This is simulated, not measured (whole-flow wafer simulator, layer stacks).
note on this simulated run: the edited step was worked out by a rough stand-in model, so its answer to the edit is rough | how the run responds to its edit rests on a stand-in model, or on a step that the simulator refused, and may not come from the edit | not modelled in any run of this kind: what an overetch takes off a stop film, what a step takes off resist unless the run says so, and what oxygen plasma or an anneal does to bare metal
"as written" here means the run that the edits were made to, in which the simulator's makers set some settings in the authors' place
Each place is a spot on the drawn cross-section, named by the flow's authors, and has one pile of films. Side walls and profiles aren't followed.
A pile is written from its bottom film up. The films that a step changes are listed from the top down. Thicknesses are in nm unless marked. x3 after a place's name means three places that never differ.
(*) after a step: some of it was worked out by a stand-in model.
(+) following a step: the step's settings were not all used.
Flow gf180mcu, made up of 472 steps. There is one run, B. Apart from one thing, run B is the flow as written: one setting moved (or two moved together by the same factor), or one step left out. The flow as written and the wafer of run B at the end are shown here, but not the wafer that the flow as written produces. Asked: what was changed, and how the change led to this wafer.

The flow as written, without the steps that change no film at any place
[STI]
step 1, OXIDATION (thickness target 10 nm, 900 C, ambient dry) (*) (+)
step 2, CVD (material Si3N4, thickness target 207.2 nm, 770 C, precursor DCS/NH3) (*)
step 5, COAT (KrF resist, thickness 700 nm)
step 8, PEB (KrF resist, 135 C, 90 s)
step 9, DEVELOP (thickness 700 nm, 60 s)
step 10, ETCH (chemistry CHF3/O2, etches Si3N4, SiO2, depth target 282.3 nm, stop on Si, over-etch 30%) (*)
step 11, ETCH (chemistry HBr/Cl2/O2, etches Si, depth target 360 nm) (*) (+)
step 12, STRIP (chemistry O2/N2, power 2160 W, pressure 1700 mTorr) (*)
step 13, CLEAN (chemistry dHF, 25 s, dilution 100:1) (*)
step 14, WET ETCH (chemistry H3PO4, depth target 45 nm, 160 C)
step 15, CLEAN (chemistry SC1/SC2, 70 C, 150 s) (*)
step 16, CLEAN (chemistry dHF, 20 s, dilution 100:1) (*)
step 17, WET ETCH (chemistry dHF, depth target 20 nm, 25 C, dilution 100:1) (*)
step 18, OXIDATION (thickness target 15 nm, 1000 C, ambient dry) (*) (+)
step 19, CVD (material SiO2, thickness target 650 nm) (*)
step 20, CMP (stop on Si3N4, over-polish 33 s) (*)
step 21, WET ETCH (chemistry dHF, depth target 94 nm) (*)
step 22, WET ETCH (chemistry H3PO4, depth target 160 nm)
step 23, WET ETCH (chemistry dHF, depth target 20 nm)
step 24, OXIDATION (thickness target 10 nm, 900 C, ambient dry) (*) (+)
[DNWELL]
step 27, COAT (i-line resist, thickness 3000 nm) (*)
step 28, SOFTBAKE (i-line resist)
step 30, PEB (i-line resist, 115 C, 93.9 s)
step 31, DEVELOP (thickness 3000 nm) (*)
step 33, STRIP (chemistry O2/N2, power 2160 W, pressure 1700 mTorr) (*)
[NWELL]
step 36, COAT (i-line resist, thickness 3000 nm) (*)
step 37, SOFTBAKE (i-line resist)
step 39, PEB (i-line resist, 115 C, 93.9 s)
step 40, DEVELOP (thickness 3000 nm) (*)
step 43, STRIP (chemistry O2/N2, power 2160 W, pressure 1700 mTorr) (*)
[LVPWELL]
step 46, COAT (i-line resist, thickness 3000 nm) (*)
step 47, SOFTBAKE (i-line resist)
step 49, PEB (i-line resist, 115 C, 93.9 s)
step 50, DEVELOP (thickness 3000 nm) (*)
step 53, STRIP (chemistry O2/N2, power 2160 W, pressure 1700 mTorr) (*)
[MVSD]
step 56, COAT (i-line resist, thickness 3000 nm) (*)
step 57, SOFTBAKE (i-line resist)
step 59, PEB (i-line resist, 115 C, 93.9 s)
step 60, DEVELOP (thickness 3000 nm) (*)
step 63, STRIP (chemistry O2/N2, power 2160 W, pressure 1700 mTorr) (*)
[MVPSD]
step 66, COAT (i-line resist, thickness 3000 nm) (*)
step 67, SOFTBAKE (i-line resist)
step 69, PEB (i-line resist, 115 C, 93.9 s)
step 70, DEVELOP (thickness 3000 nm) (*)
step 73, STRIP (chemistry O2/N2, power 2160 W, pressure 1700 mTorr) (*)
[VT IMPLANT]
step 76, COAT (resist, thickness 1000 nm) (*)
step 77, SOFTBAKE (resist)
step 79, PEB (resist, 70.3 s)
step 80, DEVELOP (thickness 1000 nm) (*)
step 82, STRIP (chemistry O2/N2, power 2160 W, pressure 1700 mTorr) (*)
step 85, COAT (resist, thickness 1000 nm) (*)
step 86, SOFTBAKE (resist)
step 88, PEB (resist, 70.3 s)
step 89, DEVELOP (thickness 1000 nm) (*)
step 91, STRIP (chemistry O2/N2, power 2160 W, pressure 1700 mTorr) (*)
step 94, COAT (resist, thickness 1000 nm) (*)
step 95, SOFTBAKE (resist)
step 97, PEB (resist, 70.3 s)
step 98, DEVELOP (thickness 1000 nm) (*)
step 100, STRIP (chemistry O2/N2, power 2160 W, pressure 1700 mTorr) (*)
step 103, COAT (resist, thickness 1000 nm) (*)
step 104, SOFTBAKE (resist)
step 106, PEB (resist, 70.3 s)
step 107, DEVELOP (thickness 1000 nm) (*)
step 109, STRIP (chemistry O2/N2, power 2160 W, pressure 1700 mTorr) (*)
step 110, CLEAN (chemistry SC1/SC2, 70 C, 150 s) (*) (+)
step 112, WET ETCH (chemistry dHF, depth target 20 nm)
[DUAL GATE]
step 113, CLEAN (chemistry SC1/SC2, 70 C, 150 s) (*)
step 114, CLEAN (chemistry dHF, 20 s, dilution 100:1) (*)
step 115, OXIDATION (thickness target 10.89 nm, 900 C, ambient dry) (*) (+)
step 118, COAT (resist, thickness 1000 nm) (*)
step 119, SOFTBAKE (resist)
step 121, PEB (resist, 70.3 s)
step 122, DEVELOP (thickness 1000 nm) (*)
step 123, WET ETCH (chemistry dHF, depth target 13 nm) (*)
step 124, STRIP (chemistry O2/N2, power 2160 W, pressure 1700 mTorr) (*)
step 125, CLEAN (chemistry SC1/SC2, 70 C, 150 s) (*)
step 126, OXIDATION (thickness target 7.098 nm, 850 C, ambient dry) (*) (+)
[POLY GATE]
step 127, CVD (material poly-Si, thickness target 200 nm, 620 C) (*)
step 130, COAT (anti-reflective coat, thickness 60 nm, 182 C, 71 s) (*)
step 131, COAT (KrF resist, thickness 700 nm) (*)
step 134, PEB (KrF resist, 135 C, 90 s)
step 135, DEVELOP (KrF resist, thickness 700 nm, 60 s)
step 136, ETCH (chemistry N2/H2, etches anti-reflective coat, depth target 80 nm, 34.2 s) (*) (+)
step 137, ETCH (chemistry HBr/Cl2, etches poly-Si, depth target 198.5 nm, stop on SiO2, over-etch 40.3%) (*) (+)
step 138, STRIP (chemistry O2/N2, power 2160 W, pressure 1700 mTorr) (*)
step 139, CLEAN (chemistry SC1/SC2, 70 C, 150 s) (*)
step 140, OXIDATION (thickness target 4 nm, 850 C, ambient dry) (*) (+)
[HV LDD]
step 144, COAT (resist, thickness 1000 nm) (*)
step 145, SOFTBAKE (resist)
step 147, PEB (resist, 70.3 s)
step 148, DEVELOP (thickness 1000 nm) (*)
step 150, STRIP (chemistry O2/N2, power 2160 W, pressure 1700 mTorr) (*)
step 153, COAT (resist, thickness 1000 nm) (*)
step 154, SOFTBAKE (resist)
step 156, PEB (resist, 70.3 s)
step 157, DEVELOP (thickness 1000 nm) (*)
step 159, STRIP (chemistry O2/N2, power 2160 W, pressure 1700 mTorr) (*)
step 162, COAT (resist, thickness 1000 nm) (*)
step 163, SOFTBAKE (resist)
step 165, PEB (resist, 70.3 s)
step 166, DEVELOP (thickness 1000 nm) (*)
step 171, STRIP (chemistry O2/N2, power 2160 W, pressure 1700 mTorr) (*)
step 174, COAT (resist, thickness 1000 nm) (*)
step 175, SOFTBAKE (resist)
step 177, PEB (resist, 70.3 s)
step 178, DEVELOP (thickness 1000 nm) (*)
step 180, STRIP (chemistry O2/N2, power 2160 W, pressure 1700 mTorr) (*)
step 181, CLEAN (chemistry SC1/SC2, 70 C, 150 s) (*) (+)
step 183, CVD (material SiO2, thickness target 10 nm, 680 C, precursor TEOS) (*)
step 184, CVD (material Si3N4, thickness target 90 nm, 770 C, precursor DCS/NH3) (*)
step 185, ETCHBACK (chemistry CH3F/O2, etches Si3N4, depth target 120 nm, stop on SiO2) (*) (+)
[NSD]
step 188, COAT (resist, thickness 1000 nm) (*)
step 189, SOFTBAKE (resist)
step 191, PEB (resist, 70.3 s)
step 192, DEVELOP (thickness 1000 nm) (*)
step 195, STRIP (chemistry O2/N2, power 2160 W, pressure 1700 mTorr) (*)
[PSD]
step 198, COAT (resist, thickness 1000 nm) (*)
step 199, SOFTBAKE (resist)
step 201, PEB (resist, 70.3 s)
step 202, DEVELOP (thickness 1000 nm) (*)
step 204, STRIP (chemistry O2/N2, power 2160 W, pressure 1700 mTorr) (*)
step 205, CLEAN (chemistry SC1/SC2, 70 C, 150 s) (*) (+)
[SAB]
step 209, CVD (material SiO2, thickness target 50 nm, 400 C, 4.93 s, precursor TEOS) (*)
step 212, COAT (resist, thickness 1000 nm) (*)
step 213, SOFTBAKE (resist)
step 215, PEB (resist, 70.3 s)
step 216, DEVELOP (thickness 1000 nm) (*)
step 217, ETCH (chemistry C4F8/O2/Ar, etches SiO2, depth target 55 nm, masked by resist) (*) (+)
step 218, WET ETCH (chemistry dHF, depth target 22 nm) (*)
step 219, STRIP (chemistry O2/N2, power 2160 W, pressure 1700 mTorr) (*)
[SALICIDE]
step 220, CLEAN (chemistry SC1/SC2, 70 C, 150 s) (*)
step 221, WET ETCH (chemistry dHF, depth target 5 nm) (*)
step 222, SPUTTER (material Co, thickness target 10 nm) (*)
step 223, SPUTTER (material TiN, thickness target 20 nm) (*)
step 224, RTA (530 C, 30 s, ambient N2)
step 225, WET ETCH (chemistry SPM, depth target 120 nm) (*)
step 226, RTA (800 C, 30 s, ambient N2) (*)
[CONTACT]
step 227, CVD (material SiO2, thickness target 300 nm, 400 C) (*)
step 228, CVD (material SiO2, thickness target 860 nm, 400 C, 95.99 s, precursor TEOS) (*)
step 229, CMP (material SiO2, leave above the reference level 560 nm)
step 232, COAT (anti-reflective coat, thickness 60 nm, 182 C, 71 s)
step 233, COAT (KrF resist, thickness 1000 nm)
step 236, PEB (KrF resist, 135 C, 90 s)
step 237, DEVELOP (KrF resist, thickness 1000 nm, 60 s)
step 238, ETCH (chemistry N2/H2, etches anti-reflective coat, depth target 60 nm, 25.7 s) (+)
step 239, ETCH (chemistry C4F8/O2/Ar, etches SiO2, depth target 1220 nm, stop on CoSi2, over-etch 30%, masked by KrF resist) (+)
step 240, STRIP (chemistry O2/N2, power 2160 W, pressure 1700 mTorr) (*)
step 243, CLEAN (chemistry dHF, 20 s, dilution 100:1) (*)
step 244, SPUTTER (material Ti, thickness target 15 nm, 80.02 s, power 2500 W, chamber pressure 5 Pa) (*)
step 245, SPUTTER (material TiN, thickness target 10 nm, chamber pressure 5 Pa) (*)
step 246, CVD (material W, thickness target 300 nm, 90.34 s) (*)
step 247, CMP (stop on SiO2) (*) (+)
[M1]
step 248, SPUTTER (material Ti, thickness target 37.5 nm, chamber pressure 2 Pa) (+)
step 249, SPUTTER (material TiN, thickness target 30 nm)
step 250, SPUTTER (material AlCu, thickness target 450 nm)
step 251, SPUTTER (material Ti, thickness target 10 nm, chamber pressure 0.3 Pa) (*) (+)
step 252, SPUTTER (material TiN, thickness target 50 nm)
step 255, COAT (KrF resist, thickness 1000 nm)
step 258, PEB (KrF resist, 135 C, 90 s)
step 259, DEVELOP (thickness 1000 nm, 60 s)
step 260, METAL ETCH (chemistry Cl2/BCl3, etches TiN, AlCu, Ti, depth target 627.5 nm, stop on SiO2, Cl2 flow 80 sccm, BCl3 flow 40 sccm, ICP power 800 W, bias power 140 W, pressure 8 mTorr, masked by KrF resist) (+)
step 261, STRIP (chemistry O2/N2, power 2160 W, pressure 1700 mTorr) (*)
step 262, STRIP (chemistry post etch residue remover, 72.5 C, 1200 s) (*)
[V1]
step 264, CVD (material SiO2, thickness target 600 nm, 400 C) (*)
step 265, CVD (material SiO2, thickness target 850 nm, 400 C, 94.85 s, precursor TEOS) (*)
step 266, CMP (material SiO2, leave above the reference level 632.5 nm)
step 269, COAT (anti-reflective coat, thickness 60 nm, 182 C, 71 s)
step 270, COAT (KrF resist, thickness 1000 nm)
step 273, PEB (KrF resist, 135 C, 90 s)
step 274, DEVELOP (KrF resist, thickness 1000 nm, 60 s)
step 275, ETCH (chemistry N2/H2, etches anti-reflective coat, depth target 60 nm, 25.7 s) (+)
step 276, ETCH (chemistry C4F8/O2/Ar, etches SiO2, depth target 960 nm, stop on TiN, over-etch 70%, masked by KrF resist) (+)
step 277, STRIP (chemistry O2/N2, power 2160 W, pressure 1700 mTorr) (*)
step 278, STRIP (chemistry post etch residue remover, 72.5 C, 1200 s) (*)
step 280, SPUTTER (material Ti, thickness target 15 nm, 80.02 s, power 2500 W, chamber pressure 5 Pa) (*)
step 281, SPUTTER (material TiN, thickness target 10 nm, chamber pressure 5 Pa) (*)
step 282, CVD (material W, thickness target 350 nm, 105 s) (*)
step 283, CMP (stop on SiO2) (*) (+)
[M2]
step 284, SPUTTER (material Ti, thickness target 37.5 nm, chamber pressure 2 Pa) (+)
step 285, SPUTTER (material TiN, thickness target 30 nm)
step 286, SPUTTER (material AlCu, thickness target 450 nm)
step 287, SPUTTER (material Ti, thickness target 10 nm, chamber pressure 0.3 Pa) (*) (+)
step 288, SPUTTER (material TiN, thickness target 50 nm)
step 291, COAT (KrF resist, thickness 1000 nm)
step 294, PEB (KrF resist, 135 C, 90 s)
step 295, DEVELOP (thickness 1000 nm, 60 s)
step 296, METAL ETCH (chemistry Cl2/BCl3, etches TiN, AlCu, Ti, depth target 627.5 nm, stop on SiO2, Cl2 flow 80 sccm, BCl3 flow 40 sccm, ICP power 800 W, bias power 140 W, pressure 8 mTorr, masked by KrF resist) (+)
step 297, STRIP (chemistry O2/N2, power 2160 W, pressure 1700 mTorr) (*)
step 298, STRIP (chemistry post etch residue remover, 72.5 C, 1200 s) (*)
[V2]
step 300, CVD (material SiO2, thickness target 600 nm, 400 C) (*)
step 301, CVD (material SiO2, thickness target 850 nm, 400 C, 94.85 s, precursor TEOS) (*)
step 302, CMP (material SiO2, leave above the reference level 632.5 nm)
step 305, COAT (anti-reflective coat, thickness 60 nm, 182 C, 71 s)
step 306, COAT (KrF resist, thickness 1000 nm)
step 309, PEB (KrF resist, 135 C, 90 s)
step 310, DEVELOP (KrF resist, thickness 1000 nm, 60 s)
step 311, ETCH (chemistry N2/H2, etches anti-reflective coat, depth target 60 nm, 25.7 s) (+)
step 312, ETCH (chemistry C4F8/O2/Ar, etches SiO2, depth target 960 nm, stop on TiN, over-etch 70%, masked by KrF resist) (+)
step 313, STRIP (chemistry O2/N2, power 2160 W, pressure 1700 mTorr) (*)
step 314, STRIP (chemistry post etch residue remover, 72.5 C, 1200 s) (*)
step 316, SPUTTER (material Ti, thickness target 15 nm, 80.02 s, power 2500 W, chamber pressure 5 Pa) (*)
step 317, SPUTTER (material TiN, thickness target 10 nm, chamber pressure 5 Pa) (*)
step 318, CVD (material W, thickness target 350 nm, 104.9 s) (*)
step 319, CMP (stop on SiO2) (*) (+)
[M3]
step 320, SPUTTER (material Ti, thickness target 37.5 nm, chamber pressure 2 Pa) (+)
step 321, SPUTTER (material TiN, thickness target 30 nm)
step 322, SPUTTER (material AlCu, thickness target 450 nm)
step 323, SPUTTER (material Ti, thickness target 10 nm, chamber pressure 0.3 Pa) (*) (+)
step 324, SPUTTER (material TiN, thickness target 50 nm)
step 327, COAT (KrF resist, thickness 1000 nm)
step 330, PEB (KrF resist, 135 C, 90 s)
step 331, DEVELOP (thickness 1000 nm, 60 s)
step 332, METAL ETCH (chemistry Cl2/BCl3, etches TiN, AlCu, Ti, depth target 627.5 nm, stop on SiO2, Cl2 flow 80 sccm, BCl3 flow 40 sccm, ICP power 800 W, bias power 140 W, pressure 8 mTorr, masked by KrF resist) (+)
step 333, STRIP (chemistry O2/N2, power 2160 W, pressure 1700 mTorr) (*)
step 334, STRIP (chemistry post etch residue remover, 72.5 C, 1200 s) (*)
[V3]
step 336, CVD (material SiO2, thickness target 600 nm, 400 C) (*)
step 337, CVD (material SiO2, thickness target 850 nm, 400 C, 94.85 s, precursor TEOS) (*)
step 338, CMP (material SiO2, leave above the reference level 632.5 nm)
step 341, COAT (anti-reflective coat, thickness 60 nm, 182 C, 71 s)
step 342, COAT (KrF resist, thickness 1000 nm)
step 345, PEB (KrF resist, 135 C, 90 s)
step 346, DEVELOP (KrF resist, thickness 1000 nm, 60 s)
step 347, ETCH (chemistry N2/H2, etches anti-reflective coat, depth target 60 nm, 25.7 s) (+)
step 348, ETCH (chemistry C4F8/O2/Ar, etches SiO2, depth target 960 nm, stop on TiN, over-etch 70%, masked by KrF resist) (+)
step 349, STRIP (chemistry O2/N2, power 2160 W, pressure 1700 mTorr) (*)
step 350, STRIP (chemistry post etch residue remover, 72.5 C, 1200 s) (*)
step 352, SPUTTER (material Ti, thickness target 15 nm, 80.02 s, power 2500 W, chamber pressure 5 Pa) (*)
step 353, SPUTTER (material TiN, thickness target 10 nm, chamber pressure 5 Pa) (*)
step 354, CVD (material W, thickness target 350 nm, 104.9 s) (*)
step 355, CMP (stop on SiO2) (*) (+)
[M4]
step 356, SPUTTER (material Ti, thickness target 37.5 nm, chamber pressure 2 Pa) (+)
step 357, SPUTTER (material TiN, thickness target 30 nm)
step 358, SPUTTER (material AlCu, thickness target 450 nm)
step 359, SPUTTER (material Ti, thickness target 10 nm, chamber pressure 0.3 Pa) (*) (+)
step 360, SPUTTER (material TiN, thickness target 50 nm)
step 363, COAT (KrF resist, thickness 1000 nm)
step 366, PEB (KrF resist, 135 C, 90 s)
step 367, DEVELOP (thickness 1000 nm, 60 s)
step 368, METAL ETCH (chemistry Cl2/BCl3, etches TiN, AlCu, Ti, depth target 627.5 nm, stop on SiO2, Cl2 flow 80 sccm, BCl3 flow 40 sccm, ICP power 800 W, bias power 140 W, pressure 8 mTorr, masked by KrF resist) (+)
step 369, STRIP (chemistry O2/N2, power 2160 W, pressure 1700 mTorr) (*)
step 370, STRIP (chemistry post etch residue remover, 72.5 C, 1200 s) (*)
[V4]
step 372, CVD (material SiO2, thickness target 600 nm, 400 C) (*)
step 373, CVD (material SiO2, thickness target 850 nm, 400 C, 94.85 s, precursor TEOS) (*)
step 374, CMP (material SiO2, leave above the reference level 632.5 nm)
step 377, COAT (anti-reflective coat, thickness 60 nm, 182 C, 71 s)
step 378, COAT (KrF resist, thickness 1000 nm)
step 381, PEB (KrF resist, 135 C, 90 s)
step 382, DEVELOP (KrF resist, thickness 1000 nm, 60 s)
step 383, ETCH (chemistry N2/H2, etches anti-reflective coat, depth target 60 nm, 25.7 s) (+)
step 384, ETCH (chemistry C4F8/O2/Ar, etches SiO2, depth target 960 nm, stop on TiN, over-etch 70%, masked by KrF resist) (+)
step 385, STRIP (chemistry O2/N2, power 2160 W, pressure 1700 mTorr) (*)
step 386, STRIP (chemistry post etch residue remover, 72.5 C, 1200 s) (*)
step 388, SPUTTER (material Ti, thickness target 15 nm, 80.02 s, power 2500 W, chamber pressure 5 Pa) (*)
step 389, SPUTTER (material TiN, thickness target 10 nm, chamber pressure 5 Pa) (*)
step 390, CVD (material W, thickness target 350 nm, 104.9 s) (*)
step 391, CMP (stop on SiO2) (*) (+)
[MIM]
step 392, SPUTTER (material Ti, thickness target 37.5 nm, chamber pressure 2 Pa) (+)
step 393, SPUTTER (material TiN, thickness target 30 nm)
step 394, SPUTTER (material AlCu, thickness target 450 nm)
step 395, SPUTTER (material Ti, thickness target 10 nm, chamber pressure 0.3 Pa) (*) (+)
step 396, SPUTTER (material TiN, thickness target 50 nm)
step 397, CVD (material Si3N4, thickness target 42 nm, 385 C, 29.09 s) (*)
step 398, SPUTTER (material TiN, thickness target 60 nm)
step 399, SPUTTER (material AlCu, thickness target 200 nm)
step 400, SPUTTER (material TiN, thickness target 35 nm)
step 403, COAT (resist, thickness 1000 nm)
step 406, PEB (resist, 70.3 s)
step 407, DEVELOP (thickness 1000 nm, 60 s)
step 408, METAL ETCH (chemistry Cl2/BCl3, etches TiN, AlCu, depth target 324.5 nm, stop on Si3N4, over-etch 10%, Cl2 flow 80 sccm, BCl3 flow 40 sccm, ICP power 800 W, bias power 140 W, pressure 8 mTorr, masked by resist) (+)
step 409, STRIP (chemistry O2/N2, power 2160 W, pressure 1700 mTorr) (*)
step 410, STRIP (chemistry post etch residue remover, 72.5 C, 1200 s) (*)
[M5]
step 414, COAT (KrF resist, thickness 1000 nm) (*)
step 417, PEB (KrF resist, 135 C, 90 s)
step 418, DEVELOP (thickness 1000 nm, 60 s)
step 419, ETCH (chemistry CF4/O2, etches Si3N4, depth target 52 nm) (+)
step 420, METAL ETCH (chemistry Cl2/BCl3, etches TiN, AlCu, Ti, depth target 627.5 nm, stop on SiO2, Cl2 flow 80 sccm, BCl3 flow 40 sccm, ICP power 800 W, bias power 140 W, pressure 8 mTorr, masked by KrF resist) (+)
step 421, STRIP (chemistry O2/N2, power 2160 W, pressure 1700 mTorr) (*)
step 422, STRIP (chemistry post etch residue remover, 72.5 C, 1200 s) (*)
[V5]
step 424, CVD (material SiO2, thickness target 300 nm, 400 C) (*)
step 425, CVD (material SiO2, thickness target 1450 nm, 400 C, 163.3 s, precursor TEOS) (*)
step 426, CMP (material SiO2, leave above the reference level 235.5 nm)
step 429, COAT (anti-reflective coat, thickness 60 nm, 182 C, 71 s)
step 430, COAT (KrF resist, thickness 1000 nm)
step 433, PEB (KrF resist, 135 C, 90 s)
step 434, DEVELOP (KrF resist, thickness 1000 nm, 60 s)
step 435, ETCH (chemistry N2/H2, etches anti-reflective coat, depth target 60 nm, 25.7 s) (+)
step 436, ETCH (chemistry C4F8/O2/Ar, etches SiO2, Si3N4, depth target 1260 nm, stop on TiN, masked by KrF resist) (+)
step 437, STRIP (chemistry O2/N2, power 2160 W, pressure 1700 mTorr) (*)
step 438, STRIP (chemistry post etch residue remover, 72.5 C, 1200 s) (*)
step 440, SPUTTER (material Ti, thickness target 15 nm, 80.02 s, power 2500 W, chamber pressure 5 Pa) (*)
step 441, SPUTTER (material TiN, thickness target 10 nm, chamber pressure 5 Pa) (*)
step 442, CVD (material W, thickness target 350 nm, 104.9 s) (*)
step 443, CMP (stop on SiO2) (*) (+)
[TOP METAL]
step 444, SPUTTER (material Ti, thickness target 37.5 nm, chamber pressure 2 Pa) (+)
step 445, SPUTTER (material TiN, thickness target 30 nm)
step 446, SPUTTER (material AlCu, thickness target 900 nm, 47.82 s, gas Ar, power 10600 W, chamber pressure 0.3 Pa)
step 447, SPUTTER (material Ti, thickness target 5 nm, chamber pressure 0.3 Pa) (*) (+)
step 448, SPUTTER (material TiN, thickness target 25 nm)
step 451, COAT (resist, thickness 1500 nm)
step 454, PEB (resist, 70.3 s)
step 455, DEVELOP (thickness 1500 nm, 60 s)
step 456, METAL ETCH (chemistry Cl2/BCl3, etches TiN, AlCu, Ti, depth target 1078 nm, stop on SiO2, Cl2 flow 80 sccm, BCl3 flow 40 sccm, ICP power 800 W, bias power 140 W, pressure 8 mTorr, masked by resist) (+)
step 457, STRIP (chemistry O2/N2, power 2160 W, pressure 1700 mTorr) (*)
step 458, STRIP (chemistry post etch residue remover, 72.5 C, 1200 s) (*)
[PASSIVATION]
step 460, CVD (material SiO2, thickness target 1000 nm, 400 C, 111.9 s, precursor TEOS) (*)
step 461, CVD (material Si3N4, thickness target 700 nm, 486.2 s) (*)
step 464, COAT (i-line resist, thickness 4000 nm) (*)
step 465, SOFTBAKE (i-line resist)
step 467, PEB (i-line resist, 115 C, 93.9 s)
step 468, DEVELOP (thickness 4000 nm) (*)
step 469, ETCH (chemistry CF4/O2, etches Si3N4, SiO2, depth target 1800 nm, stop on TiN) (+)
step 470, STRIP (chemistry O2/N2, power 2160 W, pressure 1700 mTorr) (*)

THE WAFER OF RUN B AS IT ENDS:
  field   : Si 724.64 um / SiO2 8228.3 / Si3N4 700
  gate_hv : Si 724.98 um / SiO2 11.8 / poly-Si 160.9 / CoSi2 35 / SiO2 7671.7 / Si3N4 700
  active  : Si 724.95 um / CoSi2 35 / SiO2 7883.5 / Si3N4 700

What caused this: step 126, OXIDATION: thickness target 4.081 nm was run, while the flow as written has thickness target 7.098 nm.

The path from the change to this, step by step:
  step 126, OXIDATION (thickness target 7.098 nm, 850 C, ambient dry) (*) (+)
      gate_hv, active_hv, active_nat and 25 more: SiO2 gains 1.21, Si loses 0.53 (in the flow as written it would be: SiO2 gains 3.72, Si loses 1.64)
      active, n_well, p_well and 12 more: SiO2 gains 4.08 (new film), chemical SiO2 loses 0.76 (all of it), Si loses 1.46 (in the flow as written it would be: SiO2 gains 7.1 (new film), chemical SiO2 loses 0.76 (all of it), Si loses 2.79)
  step 189, SOFTBAKE (resist)
      field__w9: resist loses 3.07 (in the flow as written it would be: resist gains 6.92)
      active_hv: resist loses 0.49 (in the flow as written it would be: resist gains 2.68)
      (as well as at 1 more place)
  step 199, SOFTBAKE (resist)
      field__w9: resist loses 3.07 (in the flow as written it would be: resist gains 6.92)
      active_hv: resist loses 0.49 (in the flow as written it would be: resist gains 2.68)
      (as well as at 1 more place)
  step 218, WET ETCH (chemistry dHF, depth target 22 nm) (*)
      active, p_well, sd_n, iso_ptap_pw, iso_ntap_nw, iso_ptap_sub, vpnp_e: SiO2 loses 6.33 (all of it) (in the flow as written it would be: SiO2 loses 9.01 (all of it))
      ldn_tap, ldn_src, ldn_drn, ldp_tap, ldp_src, ldp_drn, ldp_gr: SiO2 loses 13.6 (all of it) (in the flow as written it would be: SiO2 loses 16 (all of it))
      (as well as at 9 more places)
  step 223, SPUTTER (material TiN, thickness target 20 nm) (*)
      field__w12: TiN gains 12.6 (new film) (in the flow as written it would be: TiN gains 12 (new film))
  step 225, WET ETCH (chemistry SPM, depth target 120 nm) (*)
      field__w12: TiN loses 12.6 (all of it), Co loses 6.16 (all of it) (in the flow as written it would be: TiN loses 12 (all of it), Co loses 6.15 (all of it))
